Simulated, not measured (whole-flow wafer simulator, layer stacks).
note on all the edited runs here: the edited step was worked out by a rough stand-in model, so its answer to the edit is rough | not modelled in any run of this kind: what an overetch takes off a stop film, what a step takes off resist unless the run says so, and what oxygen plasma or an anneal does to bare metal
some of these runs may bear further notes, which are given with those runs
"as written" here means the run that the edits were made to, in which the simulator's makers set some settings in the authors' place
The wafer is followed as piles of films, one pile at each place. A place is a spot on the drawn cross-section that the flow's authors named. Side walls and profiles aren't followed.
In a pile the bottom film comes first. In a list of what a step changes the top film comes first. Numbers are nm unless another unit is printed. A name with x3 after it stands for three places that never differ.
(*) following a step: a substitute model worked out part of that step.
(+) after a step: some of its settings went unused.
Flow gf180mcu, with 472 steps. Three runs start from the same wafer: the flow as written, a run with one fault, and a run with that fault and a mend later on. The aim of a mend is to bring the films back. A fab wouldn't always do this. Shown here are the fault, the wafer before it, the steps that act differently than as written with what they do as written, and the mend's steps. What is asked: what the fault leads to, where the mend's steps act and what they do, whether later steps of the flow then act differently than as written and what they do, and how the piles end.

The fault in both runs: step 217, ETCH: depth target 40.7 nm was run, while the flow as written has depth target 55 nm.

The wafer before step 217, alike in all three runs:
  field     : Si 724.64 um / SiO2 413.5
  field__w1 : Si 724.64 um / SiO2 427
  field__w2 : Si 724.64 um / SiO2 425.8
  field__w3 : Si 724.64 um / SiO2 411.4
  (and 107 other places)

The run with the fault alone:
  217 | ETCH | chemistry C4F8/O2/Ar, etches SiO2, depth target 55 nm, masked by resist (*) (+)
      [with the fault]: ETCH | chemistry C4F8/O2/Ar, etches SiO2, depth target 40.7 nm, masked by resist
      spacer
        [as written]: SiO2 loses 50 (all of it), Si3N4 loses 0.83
        [with the fault]: SiO2 loses 40.7
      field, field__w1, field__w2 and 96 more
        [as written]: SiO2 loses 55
        [with the fault]: SiO2 loses 40.7
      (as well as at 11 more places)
  Steps later in the flow that act otherwise than as written (7 more steps, not shown, differ only slightly: by at most 2% or 0.5 nm, whichever is larger):
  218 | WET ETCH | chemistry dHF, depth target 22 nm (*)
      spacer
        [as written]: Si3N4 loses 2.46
        [with the fault]: SiO2 loses 9.3 (all of it), Si3N4 loses 2.91
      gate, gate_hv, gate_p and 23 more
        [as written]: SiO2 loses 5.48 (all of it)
        [with the fault]: SiO2 loses 19.8 (all of it)
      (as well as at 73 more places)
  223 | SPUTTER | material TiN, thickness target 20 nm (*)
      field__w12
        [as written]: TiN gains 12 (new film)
        [with the fault]: TiN gains 12.7 (new film)
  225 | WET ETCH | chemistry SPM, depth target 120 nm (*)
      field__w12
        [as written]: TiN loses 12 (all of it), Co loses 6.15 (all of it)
        [with the fault]: TiN loses 12.7 (all of it), Co loses 6.43 (all of it)
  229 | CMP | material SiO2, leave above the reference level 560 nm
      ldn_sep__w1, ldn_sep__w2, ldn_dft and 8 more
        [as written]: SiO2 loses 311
        [with the fault]: SiO2 loses 317.8
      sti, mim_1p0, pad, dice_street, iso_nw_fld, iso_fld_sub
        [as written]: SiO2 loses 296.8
        [with the fault]: SiO2 loses 303.6
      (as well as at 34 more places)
  When the end is reached, the piles differ only a little from the flow's at the places that both follow, at most by 2% or 0.5 nm, whichever is larger.

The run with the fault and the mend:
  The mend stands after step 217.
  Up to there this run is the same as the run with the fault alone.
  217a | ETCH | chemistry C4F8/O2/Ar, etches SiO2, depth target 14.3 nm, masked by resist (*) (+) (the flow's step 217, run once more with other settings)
      field, field__w1, field__w2 and 96 more
        SiO2 loses 14.3
      field__w5, field__w9, field__w13 and 8 more
        resist loses 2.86
      spacer
        SiO2 loses 9.3 (all of it), Si3N4 loses 0.83
  None of the later steps of the flow acts differently than as written at any place that is followed.
  By the end, the piles equal the flow's at every place that both follow.
